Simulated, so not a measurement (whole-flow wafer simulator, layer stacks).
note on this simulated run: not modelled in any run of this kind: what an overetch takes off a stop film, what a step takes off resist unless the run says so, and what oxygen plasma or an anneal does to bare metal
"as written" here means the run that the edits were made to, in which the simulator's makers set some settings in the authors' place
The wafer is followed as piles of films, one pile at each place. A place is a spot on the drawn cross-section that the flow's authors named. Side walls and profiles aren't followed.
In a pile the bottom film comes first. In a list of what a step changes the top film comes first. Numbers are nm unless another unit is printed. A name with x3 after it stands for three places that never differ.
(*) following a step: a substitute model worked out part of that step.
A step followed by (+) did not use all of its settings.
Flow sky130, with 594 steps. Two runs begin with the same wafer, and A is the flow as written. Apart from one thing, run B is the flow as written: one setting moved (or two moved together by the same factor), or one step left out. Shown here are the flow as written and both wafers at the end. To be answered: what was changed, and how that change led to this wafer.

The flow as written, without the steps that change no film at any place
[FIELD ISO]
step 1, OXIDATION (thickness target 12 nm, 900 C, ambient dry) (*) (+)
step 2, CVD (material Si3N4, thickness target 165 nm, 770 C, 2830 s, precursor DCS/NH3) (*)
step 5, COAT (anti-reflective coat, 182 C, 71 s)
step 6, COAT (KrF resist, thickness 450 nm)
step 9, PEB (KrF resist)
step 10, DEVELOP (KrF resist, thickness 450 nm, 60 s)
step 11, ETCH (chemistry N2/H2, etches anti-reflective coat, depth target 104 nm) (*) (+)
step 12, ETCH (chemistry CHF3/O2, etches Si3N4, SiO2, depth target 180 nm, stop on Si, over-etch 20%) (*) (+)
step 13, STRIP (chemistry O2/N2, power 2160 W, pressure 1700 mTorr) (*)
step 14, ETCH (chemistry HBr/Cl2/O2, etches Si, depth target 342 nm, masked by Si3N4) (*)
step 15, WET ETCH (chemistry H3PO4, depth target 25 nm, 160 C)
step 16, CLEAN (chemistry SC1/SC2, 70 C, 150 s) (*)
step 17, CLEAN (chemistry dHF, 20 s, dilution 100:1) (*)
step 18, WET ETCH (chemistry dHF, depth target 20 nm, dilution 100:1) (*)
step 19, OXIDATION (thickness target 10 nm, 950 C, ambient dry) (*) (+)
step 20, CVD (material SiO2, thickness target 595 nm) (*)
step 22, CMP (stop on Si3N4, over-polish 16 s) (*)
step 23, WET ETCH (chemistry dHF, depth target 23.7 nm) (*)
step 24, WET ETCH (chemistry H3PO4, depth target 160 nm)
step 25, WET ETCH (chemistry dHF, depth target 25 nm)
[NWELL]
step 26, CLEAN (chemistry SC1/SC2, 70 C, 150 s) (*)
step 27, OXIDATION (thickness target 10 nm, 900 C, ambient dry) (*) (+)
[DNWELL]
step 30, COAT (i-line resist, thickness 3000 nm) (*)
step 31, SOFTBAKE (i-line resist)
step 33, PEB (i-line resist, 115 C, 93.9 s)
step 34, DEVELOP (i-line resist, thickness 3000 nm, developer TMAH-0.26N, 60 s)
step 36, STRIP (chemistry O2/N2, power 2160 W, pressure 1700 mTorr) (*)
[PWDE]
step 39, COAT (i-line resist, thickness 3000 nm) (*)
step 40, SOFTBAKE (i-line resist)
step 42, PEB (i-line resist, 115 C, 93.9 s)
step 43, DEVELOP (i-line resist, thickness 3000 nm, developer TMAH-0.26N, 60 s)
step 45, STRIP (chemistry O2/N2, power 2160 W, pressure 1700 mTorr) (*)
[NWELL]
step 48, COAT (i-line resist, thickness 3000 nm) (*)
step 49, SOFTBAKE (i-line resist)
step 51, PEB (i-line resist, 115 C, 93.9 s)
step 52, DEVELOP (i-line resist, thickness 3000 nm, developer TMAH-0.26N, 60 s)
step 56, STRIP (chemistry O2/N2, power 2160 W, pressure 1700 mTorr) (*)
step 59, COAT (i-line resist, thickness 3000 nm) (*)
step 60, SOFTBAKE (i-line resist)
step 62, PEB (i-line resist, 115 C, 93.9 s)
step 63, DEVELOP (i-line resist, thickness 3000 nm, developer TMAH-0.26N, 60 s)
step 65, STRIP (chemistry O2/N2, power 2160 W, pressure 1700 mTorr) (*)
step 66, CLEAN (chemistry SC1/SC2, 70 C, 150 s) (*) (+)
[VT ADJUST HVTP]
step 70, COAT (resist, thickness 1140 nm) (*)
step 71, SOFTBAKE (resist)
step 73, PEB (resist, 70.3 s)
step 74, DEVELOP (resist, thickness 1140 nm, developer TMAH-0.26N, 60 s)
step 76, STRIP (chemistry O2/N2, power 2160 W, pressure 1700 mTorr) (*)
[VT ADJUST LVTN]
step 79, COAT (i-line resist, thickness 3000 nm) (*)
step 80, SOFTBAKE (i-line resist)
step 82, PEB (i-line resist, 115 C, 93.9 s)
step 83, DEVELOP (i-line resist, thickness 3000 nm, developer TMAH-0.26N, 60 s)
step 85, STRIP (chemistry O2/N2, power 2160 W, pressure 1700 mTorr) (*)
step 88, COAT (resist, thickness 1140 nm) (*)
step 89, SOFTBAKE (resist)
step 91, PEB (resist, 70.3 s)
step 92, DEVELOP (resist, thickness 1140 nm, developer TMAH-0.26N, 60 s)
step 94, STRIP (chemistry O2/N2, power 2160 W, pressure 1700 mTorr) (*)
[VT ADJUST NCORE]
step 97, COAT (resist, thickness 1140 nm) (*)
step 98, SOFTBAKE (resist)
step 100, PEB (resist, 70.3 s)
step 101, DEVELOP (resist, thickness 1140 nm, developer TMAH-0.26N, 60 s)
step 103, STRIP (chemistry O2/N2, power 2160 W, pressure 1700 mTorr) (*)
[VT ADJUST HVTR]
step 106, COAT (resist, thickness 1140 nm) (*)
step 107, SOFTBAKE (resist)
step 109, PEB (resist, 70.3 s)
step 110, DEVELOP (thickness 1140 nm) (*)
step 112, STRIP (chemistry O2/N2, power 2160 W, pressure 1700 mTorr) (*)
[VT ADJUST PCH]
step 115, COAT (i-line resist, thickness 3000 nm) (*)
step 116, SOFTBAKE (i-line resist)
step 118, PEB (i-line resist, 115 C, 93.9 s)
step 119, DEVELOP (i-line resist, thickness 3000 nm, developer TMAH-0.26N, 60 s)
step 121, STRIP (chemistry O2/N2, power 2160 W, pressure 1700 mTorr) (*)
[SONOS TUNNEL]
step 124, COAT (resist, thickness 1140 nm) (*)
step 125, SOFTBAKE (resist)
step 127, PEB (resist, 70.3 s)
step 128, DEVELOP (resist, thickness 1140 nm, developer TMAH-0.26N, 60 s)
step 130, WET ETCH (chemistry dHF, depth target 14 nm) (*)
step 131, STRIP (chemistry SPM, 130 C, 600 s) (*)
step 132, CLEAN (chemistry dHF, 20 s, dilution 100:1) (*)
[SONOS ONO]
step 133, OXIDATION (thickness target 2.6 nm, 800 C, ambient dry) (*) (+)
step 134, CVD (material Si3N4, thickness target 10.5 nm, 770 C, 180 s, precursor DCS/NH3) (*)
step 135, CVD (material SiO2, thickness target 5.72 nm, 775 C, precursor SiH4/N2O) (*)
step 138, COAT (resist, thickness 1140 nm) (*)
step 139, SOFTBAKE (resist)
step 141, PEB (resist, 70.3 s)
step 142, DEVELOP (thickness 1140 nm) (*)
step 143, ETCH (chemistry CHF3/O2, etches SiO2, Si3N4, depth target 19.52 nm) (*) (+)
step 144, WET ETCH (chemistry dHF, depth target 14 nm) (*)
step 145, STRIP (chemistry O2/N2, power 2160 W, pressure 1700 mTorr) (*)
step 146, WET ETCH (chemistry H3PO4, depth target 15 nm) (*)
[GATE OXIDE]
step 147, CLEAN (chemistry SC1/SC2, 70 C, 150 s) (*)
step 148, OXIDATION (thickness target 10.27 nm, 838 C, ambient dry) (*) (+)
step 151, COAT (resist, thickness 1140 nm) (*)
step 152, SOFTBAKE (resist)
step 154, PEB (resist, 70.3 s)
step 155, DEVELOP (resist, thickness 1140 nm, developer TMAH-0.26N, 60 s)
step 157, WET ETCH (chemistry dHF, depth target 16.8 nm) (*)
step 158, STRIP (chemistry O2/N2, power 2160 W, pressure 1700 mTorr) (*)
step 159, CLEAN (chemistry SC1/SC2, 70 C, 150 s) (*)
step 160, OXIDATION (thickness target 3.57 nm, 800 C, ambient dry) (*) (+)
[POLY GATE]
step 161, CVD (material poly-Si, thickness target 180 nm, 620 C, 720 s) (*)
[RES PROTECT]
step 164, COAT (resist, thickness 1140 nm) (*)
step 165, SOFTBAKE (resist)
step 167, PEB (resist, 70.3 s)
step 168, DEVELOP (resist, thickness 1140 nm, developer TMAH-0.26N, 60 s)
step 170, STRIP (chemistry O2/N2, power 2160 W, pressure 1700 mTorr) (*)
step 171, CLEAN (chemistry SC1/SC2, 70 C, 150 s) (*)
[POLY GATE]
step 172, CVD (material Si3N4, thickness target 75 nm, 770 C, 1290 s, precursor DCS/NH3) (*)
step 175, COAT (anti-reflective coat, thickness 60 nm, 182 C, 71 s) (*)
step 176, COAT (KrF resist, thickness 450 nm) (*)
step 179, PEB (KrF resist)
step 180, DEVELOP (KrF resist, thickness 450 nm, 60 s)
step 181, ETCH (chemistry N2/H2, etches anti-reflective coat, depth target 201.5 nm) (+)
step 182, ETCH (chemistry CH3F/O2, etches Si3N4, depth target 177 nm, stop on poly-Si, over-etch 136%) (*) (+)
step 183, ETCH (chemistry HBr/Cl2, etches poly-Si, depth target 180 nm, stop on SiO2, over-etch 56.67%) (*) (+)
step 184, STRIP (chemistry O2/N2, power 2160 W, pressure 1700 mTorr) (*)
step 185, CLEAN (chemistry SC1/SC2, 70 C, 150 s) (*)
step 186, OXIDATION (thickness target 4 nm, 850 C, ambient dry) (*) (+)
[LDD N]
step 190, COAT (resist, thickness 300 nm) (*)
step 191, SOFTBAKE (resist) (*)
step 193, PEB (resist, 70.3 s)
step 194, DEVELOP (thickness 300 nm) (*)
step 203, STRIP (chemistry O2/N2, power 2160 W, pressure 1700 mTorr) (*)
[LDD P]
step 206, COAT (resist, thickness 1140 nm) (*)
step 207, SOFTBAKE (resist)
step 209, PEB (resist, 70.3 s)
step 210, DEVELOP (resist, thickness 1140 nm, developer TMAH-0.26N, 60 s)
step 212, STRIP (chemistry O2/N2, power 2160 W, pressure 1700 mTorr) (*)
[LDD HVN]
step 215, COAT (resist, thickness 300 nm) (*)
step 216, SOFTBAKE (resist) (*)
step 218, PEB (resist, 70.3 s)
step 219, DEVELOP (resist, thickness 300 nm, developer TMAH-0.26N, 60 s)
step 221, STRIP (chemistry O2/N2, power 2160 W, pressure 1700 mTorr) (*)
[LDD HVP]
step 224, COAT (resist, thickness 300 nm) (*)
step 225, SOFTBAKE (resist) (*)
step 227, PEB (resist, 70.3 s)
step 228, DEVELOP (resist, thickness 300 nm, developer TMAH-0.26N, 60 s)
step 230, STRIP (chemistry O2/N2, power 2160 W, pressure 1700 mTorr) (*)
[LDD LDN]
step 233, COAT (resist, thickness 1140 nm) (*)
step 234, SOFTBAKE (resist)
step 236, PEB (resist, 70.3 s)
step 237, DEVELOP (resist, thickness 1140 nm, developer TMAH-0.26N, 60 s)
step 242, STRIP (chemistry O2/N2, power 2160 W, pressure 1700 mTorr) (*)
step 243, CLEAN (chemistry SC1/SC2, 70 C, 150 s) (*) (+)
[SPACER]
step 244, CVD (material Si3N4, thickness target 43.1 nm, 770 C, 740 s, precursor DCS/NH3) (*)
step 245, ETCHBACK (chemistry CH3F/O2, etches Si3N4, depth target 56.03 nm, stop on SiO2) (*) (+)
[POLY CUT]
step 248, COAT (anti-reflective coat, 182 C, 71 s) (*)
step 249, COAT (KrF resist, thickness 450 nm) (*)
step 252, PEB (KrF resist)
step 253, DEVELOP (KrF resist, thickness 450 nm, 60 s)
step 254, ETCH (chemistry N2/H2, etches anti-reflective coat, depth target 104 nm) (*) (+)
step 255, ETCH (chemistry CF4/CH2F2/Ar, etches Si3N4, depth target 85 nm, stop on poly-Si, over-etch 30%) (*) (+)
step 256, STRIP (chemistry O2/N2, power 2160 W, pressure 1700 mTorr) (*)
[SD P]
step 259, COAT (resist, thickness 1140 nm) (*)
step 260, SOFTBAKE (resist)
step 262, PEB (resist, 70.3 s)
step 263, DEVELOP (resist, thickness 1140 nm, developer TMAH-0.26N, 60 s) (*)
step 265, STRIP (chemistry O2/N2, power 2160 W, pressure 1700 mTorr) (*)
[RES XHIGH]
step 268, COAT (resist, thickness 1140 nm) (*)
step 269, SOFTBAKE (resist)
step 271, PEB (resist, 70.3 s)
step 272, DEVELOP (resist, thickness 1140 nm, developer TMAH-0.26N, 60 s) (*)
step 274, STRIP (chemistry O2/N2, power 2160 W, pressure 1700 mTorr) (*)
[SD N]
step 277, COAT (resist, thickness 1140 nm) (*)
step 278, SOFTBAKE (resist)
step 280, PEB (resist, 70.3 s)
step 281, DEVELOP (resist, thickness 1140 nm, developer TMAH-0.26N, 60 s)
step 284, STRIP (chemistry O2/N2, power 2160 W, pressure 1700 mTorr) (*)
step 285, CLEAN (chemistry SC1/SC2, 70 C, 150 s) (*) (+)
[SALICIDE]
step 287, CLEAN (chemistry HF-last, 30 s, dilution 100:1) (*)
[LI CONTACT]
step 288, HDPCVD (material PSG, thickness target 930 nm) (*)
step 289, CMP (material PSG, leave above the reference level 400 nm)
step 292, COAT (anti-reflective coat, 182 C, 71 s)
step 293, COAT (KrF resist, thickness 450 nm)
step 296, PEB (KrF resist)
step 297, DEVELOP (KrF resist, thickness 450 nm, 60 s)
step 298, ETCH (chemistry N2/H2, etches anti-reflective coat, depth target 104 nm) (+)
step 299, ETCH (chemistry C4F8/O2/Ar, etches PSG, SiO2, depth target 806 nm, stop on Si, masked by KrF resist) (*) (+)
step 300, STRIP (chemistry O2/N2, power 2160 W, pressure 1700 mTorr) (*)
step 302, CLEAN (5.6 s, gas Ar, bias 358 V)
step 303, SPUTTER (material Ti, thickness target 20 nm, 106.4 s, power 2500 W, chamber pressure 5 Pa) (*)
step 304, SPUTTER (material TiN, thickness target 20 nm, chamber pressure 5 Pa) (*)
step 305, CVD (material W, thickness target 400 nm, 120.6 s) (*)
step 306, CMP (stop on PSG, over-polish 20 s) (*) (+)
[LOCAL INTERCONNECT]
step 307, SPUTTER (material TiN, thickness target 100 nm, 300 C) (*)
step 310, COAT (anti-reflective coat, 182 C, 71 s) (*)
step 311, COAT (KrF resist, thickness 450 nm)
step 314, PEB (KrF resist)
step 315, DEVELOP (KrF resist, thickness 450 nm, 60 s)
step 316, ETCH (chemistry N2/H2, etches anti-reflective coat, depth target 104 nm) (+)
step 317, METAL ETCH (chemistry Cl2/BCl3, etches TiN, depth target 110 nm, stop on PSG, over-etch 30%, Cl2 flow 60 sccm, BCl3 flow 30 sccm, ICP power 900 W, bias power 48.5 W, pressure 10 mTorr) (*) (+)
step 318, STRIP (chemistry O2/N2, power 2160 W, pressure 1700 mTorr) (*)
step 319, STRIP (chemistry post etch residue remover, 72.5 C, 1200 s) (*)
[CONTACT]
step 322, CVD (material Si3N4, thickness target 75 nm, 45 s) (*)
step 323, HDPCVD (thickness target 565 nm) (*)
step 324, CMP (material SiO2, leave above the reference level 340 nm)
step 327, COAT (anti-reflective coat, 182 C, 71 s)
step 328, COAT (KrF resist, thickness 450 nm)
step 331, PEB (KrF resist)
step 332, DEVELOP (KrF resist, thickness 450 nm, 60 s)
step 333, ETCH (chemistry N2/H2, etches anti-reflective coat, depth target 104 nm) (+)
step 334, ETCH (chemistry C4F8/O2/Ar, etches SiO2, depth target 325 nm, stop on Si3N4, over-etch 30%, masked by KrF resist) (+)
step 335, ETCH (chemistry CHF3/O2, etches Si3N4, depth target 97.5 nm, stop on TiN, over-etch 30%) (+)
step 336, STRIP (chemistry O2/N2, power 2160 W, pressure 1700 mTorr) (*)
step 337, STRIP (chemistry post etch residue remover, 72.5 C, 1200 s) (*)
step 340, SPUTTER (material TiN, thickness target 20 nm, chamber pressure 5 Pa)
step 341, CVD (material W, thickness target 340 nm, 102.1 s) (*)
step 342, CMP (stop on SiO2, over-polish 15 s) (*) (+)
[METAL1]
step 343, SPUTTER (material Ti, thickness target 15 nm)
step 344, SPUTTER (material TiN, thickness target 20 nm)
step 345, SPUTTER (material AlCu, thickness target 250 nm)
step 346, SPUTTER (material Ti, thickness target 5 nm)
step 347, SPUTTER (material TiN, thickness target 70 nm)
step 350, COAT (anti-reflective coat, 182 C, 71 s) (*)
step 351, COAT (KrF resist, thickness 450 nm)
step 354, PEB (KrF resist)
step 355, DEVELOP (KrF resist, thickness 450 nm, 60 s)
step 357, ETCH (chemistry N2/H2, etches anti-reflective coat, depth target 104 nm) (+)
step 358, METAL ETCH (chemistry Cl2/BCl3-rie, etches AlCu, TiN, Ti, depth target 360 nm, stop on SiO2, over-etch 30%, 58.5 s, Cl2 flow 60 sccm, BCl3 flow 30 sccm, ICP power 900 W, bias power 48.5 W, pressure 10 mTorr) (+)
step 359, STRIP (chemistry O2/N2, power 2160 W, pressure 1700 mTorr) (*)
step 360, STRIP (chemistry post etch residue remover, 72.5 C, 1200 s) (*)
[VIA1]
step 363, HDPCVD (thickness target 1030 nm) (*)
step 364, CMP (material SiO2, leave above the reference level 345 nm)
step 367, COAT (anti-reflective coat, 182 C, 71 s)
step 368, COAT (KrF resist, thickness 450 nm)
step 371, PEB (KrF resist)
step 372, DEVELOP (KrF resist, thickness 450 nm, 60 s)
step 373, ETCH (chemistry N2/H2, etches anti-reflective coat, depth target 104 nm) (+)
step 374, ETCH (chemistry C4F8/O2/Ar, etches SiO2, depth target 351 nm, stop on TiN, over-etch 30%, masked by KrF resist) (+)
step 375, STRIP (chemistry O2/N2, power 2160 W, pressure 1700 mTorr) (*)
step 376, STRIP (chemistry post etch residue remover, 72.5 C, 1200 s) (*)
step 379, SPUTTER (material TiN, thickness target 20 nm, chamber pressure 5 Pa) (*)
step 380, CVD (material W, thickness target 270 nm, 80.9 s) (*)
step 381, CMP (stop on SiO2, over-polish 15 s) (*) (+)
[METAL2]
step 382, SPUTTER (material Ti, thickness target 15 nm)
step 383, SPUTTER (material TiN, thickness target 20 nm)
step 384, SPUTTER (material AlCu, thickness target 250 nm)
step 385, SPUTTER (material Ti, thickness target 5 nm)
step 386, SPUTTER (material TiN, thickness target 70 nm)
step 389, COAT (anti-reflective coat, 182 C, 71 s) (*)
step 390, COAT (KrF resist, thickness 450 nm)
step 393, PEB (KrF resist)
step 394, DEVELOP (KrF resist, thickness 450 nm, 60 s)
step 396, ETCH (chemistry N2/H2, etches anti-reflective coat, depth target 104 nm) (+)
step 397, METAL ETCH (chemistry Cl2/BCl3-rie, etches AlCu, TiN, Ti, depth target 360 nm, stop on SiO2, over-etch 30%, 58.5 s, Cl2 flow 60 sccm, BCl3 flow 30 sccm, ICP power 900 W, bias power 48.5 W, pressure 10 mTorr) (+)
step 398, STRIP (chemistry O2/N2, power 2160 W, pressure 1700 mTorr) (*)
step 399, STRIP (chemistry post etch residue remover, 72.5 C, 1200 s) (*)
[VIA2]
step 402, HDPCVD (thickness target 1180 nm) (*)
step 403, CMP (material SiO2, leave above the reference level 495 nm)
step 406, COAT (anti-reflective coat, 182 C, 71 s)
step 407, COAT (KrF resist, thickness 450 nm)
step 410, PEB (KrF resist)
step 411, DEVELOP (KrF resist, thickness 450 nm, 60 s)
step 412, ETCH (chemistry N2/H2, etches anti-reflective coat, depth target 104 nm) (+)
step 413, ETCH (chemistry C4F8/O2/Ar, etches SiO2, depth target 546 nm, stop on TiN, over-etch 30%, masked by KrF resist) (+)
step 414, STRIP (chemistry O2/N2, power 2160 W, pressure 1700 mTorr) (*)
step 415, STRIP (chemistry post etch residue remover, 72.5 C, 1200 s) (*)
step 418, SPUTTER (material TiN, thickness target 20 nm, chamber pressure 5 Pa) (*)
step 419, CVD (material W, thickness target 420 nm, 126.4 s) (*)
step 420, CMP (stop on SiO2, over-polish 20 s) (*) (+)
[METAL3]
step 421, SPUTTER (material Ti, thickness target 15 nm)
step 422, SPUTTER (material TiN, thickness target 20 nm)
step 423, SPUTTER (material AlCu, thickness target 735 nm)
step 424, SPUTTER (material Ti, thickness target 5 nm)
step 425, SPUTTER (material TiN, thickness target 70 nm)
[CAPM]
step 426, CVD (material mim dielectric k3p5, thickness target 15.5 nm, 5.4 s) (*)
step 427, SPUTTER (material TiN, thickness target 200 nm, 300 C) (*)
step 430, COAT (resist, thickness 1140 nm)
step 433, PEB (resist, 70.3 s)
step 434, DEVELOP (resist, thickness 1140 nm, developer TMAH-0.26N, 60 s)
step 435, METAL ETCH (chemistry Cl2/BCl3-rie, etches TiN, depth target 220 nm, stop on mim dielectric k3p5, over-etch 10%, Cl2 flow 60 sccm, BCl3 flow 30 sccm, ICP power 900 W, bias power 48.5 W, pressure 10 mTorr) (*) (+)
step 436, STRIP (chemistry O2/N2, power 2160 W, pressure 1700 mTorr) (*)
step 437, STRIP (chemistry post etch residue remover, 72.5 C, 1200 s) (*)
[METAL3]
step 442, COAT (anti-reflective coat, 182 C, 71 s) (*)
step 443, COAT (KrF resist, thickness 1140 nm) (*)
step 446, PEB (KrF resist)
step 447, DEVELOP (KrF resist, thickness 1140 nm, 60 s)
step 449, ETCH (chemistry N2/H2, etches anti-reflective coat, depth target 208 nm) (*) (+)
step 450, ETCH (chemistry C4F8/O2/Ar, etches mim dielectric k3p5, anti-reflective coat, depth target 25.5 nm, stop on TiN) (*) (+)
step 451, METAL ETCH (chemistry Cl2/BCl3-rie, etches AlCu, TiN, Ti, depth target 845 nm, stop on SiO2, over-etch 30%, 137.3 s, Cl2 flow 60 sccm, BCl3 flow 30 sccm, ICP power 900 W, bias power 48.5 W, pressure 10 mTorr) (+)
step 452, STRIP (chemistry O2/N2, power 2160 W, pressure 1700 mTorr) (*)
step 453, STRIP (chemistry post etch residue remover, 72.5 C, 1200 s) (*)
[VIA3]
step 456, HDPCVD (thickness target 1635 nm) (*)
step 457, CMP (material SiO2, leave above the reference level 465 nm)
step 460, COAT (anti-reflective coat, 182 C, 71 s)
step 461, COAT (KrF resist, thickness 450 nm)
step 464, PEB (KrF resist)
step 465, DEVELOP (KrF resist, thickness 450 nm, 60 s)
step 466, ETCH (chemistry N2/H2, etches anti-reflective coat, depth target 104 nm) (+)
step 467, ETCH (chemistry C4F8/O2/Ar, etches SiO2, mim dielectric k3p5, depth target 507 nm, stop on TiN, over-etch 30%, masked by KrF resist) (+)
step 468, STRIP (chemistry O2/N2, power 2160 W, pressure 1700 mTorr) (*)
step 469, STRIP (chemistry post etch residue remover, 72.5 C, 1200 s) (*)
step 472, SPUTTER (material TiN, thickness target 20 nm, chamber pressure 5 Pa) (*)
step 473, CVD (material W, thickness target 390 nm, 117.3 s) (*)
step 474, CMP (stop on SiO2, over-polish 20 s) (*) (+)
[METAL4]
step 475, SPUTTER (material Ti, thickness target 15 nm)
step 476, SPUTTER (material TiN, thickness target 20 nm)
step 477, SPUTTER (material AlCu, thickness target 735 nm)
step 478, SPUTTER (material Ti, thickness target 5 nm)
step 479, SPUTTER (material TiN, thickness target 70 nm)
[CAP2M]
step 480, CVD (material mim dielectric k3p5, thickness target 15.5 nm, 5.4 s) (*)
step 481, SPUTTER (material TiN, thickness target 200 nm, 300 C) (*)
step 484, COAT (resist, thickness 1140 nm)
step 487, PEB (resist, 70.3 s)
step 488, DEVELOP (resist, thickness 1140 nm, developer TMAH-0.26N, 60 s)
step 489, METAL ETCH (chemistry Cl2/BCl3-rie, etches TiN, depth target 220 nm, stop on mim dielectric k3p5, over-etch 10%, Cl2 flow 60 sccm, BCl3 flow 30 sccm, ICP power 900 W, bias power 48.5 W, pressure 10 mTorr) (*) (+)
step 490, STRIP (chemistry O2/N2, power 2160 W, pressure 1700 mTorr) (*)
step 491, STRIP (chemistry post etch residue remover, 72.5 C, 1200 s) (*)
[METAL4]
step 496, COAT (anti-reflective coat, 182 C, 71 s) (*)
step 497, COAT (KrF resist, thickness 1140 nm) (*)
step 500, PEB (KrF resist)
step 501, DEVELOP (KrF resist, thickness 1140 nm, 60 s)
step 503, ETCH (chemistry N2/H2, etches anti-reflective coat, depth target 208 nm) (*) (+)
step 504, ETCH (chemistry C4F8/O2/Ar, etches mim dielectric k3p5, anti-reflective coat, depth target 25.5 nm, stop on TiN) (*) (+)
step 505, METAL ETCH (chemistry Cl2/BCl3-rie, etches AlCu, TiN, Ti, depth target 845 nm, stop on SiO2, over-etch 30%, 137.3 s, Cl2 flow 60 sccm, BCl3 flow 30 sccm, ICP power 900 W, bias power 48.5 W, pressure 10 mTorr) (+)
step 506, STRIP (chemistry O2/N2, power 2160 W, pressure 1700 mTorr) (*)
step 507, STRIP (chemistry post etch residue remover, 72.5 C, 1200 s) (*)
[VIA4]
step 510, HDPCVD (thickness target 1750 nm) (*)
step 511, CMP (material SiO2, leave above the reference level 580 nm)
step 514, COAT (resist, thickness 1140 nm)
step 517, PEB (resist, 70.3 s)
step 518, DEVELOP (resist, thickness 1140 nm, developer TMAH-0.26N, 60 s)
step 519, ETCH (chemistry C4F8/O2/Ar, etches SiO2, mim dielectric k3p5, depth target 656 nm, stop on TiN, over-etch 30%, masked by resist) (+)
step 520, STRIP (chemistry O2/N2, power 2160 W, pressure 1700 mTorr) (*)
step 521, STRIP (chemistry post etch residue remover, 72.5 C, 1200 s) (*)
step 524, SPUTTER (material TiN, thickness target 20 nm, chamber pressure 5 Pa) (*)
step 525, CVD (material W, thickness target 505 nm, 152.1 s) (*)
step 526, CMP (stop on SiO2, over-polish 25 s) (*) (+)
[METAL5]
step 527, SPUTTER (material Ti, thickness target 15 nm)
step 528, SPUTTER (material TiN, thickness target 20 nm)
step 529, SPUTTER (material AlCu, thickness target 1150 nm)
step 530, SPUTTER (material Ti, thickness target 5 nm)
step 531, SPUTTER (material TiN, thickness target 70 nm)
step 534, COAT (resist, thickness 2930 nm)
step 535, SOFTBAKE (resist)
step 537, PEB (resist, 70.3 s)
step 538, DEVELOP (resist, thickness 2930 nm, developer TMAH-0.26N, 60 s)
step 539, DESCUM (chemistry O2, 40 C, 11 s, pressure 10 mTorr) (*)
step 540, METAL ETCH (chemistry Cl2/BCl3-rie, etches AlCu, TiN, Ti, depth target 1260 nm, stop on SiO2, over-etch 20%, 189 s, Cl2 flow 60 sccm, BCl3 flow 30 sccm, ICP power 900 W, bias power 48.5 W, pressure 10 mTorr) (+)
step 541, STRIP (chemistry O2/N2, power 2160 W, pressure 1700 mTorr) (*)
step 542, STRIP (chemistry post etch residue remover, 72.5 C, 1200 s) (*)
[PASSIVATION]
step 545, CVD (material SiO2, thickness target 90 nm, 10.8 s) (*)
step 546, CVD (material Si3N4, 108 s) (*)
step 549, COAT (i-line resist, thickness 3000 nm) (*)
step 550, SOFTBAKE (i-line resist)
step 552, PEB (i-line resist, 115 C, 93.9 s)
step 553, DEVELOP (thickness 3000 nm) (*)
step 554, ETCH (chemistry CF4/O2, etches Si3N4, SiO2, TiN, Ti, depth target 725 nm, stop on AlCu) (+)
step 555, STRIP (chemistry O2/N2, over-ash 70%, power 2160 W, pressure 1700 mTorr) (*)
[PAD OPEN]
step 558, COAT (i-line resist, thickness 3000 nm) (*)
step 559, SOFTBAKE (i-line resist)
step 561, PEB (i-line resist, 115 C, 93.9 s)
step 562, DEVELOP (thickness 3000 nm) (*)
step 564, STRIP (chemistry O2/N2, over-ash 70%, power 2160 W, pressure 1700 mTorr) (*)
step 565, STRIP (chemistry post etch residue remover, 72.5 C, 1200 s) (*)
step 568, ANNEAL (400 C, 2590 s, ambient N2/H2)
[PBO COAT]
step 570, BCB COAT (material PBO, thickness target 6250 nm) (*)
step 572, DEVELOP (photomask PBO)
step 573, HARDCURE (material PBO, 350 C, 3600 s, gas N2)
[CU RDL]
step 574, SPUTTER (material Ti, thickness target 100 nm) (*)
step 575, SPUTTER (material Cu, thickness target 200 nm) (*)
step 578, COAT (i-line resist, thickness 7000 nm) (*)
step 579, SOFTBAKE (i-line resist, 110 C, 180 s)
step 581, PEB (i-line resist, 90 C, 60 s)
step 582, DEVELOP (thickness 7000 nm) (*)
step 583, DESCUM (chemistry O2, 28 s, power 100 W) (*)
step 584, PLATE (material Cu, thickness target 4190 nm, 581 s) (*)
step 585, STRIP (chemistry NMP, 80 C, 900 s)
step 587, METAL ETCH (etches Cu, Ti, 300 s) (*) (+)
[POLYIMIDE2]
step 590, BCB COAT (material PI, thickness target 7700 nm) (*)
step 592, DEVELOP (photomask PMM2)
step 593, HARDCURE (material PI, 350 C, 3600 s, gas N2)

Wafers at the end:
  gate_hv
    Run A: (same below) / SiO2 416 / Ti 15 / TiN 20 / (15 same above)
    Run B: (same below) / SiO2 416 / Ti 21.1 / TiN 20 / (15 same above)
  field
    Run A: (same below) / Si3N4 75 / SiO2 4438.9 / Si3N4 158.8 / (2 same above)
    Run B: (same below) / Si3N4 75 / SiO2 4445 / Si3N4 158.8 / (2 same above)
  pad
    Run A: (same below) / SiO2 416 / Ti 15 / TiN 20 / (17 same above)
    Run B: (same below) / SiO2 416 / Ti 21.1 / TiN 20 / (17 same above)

The reason: step 421, SPUTTER: thickness target 21.1 nm was run, whereas the flow has thickness target 15 nm.
One can read it off the wafer: gate_hv has Ti 21.1, and step 421 as written asks for 15 nm.

The path from the change to this, step by step:
  step 421, SPUTTER (material Ti, thickness target 15 nm)
      field, active, n_well and 188 more: A +15 Ti (new film) | B +21.1 Ti (new film)
  step 451, METAL ETCH (chemistry Cl2/BCl3-rie, etches AlCu, TiN, Ti, depth target 845 nm, stop on SiO2, over-etch 30%, 137.3 s, Cl2 flow 60 sccm, BCl3 flow 30 sccm, ICP power 900 W, bias power 48.5 W, pressure 10 mTorr) (+)
      field, gate, spacer and 68 more: A -70 TiN (all of it), -5 Ti (all of it), -735 AlCu (all of it), -20 TiN (all of it), -15 Ti (all of it), -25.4 SiO2 | B -70 TiN (all of it), -5 Ti (all of it), -735 AlCu (all of it), -20 TiN (all of it), -21.1 Ti (all of it), -24.7 SiO2
      active, vpp_ln, vpp_iso2 and 11 more: A -70 TiN (all of it), -5 Ti (all of it), -735 AlCu (all of it), -20 TiN (all of it), -15 Ti (all of it), -25.3 SiO2 | B -70 TiN (all of it), -5 Ti (all of it), -735 AlCu (all of it), -20 TiN (all of it), -21.1 Ti (all of it), -24.7 SiO2
